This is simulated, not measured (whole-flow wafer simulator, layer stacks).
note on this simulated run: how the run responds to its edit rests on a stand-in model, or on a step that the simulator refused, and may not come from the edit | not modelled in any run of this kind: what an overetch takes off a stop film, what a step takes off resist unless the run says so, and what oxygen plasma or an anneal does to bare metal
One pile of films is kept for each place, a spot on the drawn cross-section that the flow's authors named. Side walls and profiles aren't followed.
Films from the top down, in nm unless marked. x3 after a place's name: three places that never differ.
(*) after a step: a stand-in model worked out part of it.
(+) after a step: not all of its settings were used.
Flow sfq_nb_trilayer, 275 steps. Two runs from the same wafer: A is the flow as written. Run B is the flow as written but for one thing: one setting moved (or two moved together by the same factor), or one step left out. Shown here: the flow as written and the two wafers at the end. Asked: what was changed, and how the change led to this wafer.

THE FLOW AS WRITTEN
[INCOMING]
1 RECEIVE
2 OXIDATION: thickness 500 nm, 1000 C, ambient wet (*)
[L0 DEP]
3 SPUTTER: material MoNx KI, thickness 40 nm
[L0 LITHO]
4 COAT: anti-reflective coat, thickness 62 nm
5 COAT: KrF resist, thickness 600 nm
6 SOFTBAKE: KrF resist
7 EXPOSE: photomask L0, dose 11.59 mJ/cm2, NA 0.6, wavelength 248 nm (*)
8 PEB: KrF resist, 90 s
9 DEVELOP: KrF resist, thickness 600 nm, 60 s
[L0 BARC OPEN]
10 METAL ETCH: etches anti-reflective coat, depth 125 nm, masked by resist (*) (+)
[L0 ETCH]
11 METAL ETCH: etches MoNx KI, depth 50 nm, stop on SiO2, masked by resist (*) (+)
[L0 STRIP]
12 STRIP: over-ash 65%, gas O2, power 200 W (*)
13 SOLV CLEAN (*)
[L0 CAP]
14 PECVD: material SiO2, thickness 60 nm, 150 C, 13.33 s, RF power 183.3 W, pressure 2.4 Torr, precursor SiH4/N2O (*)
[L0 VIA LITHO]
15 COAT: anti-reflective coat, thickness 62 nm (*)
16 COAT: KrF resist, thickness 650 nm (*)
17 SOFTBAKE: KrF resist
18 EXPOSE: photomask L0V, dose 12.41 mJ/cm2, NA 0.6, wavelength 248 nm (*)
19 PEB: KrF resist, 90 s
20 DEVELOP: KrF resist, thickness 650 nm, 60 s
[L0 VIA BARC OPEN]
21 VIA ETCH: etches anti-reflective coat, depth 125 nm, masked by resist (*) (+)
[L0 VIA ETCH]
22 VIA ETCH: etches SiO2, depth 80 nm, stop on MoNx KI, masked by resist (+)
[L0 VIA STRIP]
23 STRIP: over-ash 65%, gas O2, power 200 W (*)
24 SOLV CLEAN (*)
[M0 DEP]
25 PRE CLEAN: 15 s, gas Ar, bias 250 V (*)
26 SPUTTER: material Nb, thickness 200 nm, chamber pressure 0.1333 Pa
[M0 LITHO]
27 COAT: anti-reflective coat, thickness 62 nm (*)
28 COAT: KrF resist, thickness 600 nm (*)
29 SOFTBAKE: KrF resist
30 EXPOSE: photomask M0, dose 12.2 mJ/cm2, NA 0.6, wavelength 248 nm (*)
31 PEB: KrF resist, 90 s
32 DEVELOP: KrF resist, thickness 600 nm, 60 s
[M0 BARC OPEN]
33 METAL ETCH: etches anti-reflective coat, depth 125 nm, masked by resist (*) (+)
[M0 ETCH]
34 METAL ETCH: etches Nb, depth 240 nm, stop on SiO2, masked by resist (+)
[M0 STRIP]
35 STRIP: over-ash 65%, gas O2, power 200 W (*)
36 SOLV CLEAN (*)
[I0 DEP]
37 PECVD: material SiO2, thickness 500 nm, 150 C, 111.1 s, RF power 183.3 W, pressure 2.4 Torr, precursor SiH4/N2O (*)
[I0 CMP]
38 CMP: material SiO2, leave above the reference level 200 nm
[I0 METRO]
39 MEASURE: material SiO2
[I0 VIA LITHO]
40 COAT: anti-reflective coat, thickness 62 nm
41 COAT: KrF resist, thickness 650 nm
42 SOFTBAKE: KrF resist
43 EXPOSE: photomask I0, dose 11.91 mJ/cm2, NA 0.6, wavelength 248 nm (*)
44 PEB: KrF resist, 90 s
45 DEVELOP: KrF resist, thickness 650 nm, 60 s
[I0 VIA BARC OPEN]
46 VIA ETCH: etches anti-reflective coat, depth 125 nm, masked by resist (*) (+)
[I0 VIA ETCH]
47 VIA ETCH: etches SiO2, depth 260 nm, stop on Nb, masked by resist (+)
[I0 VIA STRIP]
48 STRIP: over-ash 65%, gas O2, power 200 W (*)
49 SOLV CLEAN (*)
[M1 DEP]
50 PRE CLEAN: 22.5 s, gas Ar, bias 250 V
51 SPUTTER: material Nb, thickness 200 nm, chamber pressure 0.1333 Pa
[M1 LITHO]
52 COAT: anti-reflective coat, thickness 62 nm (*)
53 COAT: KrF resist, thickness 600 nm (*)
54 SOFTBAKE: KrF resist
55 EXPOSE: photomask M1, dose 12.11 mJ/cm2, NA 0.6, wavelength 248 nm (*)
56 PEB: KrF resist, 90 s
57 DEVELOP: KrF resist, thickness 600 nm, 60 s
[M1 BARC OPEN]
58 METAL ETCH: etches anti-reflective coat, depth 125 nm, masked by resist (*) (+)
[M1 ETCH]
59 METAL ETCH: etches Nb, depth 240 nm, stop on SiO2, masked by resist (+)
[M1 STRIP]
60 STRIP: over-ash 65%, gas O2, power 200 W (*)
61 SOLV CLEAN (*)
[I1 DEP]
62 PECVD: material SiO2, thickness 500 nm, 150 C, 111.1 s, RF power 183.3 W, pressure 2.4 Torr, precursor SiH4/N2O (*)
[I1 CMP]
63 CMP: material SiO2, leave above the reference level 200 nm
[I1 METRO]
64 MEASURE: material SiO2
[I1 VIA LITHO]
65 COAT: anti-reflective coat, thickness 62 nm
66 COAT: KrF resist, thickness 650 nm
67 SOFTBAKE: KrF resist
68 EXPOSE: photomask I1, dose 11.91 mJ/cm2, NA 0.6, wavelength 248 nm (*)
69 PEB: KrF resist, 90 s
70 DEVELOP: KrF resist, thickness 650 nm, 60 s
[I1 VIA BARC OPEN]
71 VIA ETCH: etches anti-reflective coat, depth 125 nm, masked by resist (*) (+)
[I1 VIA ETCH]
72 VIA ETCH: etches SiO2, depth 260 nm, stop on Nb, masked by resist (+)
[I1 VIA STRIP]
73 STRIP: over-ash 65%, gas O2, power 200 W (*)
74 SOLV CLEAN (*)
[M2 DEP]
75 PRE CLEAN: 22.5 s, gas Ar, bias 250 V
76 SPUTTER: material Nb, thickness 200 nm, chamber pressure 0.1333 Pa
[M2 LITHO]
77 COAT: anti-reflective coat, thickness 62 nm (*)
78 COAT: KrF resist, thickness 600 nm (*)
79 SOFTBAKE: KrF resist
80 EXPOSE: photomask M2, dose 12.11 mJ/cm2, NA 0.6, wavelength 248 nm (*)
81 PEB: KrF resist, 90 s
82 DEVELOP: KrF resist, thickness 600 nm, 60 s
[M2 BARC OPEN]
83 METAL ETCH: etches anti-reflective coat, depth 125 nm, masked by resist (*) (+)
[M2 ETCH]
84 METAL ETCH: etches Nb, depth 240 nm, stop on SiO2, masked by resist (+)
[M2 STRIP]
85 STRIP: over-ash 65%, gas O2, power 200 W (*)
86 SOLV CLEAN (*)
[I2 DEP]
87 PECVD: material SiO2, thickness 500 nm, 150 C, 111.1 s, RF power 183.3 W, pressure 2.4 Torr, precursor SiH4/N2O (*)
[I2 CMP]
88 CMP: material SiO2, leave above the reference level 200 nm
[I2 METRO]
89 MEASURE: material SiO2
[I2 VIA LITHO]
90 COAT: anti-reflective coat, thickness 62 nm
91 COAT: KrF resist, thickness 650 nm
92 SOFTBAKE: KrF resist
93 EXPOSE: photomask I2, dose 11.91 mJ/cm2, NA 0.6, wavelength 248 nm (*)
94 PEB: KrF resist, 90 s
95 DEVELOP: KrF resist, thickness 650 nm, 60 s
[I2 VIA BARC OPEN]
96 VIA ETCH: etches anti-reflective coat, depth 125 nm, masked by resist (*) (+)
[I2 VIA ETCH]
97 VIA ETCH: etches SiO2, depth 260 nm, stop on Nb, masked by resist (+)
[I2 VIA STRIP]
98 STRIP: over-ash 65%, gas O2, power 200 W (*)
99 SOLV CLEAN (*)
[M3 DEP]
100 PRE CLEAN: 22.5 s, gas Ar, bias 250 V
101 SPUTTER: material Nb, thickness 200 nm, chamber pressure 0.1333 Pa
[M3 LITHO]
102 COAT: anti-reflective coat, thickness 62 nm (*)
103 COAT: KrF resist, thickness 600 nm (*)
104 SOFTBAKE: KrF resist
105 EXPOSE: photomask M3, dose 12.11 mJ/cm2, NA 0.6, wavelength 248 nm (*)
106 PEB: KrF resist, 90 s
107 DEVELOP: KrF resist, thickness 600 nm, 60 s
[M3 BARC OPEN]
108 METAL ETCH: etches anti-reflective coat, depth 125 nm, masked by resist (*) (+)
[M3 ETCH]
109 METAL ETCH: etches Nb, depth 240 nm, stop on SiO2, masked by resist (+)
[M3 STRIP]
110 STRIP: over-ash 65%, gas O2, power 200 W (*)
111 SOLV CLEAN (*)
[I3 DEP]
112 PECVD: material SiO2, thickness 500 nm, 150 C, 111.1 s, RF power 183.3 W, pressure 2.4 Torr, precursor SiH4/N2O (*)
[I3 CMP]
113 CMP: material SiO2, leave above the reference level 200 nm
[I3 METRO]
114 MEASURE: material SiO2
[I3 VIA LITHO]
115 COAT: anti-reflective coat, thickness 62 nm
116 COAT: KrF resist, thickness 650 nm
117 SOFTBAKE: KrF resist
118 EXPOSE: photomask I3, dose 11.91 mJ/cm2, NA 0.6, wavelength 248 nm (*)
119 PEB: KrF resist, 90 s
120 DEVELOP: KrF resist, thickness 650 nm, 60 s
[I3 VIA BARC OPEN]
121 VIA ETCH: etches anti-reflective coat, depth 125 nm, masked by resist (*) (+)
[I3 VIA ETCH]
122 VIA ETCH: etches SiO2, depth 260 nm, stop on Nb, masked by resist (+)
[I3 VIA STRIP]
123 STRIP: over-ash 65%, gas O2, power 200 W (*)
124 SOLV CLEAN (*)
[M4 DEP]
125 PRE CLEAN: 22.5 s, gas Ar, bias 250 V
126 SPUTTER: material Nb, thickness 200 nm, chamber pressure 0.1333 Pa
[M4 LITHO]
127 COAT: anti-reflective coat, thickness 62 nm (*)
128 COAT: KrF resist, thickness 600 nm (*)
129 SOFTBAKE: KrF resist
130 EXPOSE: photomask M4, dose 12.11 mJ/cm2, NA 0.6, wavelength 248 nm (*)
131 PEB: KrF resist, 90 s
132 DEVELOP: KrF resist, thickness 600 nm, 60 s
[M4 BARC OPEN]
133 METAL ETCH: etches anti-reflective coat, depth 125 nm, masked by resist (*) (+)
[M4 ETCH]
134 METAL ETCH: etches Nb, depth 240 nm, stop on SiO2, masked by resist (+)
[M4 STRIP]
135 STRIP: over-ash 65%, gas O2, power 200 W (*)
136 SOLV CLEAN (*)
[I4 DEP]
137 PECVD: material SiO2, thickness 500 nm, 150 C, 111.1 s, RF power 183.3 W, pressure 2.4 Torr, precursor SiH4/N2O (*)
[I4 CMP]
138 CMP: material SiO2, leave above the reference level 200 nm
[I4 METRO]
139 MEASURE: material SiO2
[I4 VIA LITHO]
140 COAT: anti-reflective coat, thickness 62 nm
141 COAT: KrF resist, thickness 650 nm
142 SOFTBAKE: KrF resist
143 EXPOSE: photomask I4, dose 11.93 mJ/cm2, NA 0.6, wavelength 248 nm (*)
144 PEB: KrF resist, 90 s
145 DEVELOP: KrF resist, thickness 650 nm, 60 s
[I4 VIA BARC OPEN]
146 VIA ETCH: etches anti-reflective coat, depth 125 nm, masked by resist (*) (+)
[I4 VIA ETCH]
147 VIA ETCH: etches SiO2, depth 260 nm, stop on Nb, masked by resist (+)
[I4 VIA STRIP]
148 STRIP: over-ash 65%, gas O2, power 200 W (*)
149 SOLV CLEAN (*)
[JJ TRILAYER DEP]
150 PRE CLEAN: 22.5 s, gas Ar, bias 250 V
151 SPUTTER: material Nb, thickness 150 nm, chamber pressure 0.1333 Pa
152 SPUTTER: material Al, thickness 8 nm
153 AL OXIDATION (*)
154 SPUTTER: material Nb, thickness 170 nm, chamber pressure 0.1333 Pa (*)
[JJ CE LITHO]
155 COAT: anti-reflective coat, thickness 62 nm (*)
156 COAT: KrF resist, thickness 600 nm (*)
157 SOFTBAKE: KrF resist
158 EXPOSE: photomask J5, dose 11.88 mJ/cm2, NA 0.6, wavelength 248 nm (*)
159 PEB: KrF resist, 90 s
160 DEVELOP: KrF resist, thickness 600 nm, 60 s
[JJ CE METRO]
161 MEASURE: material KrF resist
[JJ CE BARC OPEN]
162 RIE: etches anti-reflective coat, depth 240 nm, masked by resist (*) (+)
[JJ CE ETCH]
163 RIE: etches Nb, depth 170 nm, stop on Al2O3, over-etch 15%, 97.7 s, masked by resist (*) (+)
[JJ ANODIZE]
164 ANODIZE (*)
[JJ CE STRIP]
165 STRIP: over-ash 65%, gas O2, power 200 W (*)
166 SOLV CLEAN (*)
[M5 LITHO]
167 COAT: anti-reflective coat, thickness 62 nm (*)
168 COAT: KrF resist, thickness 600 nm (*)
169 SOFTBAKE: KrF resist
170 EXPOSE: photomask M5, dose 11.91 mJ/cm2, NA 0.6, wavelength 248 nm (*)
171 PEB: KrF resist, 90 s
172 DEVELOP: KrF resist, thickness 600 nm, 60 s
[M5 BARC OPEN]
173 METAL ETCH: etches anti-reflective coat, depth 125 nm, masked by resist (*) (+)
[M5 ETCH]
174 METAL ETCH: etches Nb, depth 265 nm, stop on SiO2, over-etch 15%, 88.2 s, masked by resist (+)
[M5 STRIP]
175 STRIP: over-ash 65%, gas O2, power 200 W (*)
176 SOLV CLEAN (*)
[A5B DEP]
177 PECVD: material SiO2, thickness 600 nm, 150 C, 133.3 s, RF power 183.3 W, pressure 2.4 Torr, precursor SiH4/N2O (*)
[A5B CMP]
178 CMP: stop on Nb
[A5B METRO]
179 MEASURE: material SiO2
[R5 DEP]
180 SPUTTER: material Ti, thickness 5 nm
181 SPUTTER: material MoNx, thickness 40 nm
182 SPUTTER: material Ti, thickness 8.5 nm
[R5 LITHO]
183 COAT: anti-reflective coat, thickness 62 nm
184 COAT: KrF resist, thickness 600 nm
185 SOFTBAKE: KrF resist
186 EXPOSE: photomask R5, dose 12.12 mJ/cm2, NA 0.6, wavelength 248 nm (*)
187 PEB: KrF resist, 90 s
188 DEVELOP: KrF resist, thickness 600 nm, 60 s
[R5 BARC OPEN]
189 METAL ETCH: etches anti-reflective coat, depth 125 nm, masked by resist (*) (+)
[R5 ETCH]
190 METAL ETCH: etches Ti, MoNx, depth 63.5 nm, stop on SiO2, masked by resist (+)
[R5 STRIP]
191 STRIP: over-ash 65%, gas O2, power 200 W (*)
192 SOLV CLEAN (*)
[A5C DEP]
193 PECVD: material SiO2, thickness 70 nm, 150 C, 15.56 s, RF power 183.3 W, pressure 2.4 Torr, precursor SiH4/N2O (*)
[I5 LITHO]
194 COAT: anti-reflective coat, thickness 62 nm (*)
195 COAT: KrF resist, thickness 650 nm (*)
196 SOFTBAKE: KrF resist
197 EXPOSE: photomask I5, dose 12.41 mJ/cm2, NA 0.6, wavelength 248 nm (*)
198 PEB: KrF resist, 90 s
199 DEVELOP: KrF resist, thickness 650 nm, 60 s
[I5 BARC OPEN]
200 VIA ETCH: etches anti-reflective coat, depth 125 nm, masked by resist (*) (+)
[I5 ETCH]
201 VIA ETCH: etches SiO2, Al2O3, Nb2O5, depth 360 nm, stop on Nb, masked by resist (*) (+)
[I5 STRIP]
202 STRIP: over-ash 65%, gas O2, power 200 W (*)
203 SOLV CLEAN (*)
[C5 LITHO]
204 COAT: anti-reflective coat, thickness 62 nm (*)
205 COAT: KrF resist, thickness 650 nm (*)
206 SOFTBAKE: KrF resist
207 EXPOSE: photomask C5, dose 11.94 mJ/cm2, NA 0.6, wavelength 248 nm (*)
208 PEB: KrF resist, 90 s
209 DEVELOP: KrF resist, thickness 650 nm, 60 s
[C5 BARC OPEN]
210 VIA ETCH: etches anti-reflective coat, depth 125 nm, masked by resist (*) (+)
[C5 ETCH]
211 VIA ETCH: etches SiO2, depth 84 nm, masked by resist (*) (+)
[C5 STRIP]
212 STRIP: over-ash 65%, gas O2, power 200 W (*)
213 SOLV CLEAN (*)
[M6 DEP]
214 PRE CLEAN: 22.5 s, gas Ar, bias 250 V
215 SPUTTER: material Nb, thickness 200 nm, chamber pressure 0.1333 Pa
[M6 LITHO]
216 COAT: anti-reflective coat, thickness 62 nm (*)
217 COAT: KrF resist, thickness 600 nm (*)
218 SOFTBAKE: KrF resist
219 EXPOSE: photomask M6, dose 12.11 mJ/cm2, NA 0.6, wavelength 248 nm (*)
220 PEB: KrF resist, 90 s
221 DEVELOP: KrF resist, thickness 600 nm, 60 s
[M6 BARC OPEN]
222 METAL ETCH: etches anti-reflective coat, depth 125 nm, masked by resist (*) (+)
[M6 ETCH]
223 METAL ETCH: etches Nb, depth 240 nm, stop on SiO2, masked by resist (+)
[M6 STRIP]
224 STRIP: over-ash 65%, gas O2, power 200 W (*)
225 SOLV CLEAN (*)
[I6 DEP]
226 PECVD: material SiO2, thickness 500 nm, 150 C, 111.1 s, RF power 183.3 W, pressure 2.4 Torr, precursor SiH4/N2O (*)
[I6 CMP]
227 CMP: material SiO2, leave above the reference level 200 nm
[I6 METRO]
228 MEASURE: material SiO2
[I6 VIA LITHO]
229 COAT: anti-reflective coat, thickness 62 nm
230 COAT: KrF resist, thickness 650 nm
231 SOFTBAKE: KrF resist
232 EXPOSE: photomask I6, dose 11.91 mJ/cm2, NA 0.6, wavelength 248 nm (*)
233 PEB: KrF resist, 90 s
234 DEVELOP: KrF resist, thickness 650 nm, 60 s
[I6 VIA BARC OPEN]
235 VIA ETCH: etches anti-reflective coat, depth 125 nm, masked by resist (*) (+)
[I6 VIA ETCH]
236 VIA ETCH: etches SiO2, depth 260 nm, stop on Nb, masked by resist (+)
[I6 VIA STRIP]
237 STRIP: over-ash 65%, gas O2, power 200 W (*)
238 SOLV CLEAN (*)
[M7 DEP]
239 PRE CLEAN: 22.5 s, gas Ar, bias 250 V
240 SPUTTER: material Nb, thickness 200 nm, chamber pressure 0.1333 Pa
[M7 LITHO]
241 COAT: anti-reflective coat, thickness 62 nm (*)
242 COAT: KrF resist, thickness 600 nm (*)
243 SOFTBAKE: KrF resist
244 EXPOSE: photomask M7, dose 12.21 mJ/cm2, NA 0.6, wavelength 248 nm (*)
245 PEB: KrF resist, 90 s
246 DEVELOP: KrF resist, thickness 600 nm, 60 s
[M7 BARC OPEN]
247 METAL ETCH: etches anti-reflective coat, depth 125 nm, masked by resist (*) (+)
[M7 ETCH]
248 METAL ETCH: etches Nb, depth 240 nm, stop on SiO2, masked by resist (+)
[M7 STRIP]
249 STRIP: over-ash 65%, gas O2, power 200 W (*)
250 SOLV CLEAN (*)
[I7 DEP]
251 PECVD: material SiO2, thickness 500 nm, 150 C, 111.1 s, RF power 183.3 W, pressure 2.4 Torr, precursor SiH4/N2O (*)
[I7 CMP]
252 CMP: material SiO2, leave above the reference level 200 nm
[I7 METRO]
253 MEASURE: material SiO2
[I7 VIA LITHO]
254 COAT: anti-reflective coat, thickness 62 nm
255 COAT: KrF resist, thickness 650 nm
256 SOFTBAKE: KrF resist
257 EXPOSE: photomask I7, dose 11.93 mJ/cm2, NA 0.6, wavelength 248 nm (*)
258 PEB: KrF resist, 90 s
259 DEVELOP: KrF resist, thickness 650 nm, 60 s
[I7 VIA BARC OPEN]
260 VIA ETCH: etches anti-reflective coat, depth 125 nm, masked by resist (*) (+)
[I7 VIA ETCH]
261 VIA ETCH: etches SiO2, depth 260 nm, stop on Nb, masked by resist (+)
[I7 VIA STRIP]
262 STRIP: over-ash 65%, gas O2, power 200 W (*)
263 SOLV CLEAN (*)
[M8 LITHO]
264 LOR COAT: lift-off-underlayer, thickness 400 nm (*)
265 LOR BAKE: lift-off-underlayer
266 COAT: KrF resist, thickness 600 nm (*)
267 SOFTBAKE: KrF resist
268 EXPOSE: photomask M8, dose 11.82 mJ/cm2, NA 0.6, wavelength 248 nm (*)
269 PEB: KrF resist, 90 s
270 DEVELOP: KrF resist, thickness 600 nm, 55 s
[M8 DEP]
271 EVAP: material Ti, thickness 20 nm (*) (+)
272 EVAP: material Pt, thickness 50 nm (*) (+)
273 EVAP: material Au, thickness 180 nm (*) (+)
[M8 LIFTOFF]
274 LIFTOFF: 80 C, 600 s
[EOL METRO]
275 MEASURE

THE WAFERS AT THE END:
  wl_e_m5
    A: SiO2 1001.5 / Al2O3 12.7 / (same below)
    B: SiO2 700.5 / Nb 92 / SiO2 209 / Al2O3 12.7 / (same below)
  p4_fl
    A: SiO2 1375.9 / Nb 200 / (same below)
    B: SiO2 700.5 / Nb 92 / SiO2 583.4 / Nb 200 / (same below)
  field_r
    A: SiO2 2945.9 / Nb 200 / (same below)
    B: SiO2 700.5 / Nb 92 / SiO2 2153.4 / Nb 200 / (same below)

The cause: step 223, METAL ETCH: depth 108 nm was run, where the flow has depth 240 nm.

How the change led to this, step by step:
  223 METAL ETCH: etches Nb, depth 240 nm, stop on SiO2, masked by resist (+)
      field_l, gap, moat and 76 more: A Nb -200 (all of it) | B Nb -108
      v_sur, via_wl, via_w and 24 more: A KrF resist -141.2 | B KrF resist -63.5
  224 STRIP: over-ash 65%, gas O2, power 200 W (*)
      wl_j_sl, wl_j_sr: A KrF resist -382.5 (all of it), anti-reflective coat -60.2 (all of it) | B KrF resist -460.2 (all of it), anti-reflective coat -60.2 (all of it)
      wl_c_m6, wl_f_m6: A KrF resist -382.3 (all of it), anti-reflective coat -62 (all of it) | B KrF resist -459.9 (all of it), anti-reflective coat -62 (all of it)
      (and at 23 more places)
  226 PECVD: material SiO2, thickness 500 nm, 150 C, 111.1 s, RF power 183.3 W, pressure 2.4 Torr, precursor SiH4/N2O (*)
      field_l, p4_fl, p4_fm and 62 more: A SiO2 +500 | B SiO2 +500 (new film)
      moat, field_r, lsp_l, ln_m5, lsp_m: A SiO2 +493.6 | B SiO2 +500 (new film)
      (and at 9 more places)
  227 CMP: material SiO2, leave above the reference level 200 nm
      field_l, p4_fl, p4_fm and 59 more: A SiO2 -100 | B SiO2 -192
      moat, field_r, lsp_l, ln_m5, lsp_m: A SiO2 -93.6 | B SiO2 -192
      (and at 12 more places)
Counting metal films that touch as one body, wl_e_m5 has 7 bodies (between them, from the top down: SiO2 209 / Al2O3 12.7 / Nb2O5 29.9; SiO2 192.5; SiO2 192.5; SiO2 192.5; SiO2 192.5; SiO2 192.5); the flow as written gives 6 bodies (between them, from the top down: SiO2 192.5; SiO2 192.5; SiO2 192.5; SiO2 192.5; SiO2 192.5).
Counting metal films that touch as one body, p4_fl has 3 bodies (between them, from the top down: SiO2 583.4; SiO2 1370); the flow as written gives 2 bodies (between them, from the top down: SiO2 1370).
Counting metal films that touch as one body, field_r has 2 bodies (between them, from the top down: SiO2 2153.4); the flow as written gives 1 body.
